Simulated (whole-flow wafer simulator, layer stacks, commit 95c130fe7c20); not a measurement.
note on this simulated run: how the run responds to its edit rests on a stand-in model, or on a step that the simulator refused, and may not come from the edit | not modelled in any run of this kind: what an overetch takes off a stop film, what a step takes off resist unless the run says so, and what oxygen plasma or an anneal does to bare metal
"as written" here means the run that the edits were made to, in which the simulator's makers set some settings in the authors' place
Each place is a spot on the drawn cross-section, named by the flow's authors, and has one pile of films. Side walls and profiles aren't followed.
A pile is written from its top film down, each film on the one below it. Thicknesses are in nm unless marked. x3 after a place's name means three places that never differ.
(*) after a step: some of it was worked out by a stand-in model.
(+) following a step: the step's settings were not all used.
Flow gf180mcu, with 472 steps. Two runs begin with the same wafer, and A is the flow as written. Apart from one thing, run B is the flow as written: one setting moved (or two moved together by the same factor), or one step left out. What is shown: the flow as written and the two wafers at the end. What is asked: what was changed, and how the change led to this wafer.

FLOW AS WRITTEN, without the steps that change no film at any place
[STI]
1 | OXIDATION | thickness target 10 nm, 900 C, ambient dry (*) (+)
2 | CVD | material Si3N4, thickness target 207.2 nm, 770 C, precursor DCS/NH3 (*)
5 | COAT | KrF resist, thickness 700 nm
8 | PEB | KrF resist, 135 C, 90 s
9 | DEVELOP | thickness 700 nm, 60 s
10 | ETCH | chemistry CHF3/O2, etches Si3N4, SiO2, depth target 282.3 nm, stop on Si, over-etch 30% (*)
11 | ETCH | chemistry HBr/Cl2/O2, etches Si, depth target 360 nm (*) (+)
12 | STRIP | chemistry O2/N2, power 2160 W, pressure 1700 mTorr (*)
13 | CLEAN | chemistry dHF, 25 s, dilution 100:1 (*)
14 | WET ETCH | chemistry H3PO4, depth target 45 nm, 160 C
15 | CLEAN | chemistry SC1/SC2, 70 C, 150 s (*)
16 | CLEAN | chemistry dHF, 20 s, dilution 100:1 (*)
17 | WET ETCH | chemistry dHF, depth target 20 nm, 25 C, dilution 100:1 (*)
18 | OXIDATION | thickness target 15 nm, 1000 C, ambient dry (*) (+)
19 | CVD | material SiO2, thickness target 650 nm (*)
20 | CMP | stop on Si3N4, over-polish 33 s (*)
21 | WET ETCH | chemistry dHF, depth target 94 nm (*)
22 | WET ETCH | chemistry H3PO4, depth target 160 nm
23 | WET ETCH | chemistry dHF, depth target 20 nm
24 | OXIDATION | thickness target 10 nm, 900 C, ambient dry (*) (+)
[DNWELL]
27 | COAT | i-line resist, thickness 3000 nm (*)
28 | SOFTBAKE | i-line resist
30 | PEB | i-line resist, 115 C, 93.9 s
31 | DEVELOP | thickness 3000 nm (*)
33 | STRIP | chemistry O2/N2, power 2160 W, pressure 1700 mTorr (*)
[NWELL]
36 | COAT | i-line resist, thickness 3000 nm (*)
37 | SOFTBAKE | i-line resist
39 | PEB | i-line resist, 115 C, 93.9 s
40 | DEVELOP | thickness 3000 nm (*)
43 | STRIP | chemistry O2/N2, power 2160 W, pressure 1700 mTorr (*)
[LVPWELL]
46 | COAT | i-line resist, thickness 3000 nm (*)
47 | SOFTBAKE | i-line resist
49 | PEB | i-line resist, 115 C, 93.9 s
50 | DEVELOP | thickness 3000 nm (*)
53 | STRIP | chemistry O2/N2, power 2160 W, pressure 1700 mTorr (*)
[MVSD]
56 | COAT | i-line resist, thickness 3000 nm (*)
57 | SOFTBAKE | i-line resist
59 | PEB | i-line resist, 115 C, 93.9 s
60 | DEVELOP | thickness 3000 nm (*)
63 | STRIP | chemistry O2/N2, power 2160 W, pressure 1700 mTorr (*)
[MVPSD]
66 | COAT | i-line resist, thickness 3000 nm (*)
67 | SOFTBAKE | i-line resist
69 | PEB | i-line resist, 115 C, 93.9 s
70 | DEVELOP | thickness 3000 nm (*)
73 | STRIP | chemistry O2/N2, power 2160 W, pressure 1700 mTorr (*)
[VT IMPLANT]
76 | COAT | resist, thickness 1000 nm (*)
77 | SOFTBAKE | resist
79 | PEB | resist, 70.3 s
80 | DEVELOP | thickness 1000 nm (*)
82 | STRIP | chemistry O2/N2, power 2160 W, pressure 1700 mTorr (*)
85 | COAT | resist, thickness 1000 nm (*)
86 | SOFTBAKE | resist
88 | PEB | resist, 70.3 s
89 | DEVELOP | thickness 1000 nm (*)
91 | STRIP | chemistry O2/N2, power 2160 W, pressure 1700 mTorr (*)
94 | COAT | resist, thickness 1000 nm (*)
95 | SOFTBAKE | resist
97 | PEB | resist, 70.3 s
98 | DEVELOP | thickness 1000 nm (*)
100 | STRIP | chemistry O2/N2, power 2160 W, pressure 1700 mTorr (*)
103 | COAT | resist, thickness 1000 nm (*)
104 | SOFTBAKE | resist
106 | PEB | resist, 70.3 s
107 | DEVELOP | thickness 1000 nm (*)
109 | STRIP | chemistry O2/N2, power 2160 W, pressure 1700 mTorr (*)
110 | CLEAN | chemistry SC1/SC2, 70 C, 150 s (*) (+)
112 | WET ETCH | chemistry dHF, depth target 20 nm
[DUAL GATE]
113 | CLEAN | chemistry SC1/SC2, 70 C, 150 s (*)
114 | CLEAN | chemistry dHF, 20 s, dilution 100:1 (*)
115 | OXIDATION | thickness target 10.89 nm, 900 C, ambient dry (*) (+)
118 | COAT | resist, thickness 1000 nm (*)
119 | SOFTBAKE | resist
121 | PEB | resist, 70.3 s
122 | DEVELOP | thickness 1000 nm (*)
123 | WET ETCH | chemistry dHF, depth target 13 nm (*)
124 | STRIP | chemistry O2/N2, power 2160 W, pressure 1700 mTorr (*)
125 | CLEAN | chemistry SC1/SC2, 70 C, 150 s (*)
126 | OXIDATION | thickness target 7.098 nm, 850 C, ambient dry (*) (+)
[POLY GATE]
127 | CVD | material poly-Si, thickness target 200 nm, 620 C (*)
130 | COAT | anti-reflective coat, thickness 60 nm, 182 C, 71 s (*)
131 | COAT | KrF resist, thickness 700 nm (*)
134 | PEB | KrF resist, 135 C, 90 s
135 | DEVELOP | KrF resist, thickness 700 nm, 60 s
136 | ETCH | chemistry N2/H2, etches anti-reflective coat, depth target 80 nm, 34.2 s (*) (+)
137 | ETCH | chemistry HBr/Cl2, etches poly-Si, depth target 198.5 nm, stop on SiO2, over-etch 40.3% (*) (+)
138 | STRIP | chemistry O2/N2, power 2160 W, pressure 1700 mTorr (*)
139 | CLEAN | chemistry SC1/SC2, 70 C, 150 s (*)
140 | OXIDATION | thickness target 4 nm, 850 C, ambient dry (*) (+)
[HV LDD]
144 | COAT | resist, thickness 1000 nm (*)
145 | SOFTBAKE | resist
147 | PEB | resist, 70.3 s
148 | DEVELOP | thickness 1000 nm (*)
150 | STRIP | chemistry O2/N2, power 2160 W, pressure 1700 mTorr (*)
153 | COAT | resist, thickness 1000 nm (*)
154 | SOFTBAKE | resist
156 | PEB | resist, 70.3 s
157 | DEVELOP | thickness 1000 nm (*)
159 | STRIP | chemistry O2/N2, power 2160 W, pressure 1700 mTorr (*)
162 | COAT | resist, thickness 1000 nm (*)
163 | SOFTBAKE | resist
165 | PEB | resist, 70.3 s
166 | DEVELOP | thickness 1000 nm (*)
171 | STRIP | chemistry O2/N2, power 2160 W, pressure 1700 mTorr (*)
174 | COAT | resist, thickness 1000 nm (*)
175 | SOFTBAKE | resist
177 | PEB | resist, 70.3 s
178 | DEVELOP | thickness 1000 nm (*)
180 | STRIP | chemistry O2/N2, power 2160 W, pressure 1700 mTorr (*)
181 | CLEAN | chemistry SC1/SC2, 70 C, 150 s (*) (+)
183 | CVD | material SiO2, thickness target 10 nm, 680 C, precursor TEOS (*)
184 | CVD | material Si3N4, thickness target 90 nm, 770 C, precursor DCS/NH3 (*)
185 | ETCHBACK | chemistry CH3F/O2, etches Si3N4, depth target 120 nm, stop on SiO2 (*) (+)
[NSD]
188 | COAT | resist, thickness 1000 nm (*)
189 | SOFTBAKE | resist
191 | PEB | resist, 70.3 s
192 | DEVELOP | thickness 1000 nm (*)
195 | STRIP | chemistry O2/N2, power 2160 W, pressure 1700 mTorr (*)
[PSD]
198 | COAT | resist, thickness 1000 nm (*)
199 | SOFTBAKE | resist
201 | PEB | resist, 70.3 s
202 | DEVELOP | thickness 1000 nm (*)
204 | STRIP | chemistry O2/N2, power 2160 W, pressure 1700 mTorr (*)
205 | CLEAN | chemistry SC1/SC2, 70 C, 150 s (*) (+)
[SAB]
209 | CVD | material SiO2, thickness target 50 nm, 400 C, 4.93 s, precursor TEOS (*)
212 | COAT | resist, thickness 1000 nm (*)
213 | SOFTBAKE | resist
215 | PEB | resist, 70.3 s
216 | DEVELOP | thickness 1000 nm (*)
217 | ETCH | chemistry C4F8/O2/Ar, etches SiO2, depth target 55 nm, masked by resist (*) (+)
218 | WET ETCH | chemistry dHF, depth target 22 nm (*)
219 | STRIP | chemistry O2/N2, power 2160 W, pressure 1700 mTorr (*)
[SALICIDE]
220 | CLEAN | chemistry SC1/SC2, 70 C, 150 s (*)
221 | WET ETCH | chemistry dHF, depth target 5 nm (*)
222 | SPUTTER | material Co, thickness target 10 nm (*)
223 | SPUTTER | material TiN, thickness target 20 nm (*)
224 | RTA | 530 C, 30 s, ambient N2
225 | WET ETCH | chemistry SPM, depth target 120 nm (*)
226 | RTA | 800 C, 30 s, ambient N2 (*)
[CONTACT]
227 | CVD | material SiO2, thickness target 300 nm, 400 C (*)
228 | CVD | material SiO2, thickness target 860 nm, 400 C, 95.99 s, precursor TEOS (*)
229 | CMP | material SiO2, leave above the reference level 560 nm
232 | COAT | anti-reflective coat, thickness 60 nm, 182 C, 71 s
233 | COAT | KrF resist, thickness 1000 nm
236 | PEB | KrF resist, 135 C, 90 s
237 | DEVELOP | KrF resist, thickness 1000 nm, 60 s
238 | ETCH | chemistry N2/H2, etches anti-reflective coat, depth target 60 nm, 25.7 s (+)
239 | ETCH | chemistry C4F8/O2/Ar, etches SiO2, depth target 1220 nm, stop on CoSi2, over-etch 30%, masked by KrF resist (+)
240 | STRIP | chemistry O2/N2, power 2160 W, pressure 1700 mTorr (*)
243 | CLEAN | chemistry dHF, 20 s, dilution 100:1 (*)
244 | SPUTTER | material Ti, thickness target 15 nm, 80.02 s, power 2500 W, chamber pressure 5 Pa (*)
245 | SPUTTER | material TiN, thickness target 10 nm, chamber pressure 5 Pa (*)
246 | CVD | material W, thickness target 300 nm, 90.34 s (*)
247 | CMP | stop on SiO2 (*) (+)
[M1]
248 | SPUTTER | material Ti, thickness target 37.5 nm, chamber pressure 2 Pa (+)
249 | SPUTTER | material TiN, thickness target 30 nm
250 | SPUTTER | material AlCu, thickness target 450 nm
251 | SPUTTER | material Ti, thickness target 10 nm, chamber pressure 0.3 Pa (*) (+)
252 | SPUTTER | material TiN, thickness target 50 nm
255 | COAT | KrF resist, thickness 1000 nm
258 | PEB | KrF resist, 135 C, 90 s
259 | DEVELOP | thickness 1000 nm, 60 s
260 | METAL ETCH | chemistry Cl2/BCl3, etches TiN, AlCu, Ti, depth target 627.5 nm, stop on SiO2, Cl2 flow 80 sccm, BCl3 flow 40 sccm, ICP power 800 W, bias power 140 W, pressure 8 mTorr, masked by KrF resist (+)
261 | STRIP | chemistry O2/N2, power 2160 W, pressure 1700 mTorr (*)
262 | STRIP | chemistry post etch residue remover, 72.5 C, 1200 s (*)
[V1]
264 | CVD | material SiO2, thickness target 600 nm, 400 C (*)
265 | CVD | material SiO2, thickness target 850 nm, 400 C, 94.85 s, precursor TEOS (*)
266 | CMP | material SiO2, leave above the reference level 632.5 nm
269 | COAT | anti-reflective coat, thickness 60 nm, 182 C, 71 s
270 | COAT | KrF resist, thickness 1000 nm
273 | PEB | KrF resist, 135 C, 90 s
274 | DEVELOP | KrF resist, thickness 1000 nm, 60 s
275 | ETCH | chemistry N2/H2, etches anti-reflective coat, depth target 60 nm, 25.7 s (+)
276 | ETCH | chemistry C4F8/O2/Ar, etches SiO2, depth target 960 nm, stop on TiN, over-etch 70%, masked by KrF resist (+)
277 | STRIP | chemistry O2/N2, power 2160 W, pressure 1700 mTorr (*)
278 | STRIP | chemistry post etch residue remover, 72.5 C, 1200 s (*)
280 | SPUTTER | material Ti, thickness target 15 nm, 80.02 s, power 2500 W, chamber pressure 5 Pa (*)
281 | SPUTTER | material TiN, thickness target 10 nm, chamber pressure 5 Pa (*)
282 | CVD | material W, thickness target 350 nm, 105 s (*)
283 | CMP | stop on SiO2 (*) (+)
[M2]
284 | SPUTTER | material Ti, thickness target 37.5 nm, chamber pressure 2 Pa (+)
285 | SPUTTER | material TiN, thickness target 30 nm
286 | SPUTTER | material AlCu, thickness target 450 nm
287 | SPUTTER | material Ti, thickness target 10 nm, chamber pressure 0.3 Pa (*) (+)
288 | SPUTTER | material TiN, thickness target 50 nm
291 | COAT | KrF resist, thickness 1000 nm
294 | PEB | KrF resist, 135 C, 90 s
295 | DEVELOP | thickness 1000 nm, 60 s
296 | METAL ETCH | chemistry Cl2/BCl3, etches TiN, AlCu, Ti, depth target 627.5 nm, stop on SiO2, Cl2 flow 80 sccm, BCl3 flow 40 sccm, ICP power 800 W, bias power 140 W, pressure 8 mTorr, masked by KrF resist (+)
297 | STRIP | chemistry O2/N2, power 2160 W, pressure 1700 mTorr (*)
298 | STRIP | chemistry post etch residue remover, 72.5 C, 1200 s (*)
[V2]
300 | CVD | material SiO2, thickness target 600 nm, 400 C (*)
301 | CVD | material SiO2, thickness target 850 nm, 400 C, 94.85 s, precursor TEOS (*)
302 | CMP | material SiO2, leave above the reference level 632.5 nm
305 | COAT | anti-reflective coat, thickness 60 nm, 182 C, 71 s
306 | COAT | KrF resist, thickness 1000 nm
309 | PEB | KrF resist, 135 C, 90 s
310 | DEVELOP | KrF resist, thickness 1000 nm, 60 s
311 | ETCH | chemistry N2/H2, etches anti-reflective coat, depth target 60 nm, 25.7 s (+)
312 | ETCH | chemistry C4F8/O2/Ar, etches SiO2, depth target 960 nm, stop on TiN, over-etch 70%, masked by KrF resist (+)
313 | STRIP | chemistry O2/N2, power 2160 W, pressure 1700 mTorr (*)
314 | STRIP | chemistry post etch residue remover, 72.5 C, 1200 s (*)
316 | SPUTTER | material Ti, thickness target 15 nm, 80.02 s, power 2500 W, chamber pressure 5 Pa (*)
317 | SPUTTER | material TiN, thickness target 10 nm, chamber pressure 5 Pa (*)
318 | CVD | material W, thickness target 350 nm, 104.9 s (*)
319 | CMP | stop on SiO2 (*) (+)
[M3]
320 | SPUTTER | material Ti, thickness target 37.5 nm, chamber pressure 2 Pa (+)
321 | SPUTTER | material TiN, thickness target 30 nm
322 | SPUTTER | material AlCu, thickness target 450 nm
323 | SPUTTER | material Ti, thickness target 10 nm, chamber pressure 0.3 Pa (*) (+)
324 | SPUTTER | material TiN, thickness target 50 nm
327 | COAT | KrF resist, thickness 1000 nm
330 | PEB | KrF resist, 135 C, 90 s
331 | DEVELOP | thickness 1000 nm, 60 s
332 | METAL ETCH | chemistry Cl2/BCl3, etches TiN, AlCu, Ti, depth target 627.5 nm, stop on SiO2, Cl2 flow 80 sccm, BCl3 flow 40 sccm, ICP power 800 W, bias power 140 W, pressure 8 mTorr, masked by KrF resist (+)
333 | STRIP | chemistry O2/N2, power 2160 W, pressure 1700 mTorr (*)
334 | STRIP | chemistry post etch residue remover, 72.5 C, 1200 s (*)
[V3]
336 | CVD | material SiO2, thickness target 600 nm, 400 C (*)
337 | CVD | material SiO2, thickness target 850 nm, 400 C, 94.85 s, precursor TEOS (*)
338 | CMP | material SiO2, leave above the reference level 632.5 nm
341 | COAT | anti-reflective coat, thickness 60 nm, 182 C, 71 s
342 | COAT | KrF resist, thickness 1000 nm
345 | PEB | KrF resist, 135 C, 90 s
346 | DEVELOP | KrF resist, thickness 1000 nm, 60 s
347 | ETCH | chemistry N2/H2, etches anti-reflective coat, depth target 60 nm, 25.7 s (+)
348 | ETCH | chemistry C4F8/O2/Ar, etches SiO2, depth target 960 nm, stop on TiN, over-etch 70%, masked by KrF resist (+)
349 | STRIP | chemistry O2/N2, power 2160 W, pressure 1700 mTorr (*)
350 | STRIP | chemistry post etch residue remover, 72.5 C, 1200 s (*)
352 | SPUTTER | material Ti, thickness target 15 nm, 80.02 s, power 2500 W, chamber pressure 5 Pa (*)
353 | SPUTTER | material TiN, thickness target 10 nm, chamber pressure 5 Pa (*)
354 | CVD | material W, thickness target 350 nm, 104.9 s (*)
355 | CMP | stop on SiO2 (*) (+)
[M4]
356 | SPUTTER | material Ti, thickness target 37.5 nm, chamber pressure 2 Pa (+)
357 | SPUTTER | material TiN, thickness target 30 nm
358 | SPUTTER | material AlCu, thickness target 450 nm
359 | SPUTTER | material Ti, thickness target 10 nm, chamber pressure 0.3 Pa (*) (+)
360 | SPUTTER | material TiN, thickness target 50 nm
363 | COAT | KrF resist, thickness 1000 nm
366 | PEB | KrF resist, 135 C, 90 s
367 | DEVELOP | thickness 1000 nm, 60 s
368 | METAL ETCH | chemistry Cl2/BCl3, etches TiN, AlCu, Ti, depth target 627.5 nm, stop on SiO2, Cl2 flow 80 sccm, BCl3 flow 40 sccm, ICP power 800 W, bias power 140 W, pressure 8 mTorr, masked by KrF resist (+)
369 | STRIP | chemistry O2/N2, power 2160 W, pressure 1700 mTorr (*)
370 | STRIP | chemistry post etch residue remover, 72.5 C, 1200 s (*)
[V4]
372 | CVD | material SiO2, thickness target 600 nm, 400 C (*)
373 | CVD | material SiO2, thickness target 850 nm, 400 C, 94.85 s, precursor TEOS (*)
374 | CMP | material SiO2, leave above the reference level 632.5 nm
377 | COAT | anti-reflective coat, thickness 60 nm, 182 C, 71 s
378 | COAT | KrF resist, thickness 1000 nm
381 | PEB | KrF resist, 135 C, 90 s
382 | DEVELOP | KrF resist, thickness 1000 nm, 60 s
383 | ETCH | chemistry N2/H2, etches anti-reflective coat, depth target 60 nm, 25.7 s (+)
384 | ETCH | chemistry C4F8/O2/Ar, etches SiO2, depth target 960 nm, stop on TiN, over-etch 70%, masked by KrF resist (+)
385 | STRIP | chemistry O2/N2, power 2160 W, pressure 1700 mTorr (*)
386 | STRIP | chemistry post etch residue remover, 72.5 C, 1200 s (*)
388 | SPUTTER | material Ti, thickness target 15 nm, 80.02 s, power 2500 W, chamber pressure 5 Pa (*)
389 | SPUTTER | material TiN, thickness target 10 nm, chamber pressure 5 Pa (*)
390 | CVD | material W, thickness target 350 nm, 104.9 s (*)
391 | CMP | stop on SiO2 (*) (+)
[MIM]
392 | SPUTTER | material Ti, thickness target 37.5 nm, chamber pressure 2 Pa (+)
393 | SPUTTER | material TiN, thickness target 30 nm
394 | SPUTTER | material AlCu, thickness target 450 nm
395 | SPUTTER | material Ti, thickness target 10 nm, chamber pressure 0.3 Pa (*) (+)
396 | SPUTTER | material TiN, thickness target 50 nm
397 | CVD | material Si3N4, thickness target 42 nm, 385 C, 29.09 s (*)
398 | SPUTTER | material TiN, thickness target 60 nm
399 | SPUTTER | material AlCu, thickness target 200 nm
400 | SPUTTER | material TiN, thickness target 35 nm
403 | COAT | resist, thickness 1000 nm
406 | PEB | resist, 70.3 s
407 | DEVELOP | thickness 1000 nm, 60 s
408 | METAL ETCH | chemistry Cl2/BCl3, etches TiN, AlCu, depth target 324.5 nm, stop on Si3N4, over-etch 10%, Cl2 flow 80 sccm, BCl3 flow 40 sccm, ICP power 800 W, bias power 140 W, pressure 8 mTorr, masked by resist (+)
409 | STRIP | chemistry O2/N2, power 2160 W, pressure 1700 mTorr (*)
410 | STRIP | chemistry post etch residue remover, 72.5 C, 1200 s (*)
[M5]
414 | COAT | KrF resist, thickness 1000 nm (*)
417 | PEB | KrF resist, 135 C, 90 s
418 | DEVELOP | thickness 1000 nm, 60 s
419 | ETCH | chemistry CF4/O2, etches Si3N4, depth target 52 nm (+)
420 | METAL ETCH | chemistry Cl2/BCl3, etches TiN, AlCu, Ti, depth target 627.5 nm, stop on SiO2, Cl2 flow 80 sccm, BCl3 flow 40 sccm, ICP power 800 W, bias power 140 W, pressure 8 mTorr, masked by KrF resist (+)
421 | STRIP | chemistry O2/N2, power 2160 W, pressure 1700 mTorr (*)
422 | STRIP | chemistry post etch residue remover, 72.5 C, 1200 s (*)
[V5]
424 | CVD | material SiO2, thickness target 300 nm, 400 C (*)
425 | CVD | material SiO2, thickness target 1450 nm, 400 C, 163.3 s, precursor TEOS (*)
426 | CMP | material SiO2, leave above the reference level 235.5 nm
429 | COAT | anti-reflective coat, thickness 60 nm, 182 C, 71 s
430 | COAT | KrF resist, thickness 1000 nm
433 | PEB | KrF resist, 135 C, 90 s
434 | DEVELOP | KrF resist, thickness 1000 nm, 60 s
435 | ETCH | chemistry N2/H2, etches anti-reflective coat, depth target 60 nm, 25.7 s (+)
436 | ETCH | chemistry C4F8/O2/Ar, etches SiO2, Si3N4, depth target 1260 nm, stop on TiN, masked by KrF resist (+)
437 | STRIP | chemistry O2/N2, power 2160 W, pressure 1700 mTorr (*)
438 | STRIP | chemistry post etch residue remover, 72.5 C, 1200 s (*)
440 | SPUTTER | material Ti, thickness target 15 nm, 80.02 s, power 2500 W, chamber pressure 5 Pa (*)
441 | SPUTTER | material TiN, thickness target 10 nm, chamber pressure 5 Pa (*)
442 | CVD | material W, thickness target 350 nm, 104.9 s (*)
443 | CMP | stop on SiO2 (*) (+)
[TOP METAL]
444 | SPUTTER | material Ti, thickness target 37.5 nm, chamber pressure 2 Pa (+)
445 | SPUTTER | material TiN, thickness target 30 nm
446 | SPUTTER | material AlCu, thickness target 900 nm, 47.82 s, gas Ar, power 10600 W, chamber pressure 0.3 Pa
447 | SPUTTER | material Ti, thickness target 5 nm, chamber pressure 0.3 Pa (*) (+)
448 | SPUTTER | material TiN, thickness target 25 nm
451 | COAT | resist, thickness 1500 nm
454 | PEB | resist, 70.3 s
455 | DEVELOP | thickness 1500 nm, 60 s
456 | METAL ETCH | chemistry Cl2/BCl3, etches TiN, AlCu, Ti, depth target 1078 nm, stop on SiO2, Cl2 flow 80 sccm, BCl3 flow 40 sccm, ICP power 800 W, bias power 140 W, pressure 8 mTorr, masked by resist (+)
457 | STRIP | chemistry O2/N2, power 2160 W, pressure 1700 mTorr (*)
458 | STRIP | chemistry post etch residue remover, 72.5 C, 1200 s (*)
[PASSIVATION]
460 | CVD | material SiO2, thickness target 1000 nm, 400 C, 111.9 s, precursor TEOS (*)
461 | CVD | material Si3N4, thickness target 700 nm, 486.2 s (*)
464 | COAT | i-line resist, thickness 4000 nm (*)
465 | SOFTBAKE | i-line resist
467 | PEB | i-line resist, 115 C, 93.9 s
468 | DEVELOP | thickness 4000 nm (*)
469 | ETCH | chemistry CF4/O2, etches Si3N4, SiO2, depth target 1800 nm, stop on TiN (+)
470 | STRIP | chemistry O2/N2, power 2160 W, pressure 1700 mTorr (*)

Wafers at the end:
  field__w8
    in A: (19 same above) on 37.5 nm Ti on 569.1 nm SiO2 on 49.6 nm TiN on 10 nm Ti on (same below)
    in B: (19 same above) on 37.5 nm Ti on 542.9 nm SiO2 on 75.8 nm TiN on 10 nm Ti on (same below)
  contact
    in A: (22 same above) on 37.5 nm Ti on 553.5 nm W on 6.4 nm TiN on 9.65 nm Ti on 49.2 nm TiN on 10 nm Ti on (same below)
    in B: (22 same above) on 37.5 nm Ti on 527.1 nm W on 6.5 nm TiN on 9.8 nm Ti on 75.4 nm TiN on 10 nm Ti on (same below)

What caused this: step 324, SPUTTER: thickness target 76.2 nm was run, while the flow as written has thickness target 50 nm.

The path from the change to this, step by step:
  324 | SPUTTER | material TiN, thickness target 50 nm
      field, field__w1, field__w2 and 108 more: A +50 TiN (new film) | B +76.2 TiN (new film)
  332 | METAL ETCH | chemistry Cl2/BCl3, etches TiN, AlCu, Ti, depth target 627.5 nm, stop on SiO2, Cl2 flow 80 sccm, BCl3 flow 40 sccm, ICP power 800 W, bias power 140 W, pressure 8 mTorr, masked by KrF resist (+)
      field, field__w1, field__w2 and 103 more: A -50 TiN (all of it), -10 Ti (all of it), -450 AlCu (all of it), -30 TiN (all of it), -37.5 Ti (all of it) | B -76.2 TiN (all of it), -10 Ti (all of it), -450 AlCu (all of it), -30 TiN (all of it), -37.5 Ti (all of it)
  338 | CMP | material SiO2, leave above the reference level 632.5 nm
      field__w8, contact, m1, m1__w1, m1_nw: A -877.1 SiO2 | B -903.3 SiO2
  348 | ETCH | chemistry C4F8/O2/Ar, etches SiO2, depth target 960 nm, stop on TiN, over-etch 70%, masked by KrF resist (+)
      field, field__w1, field__w2 and 107 more: A -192 KrF resist | B -185.7 KrF resist
      contact: A -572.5 SiO2 (all of it) | B -546.3 SiO2 (all of it)
  354 | CVD | material W, thickness target 350 nm, 104.9 s (*)
      contact: A +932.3 W (new film) | B +905.8 W (new film)
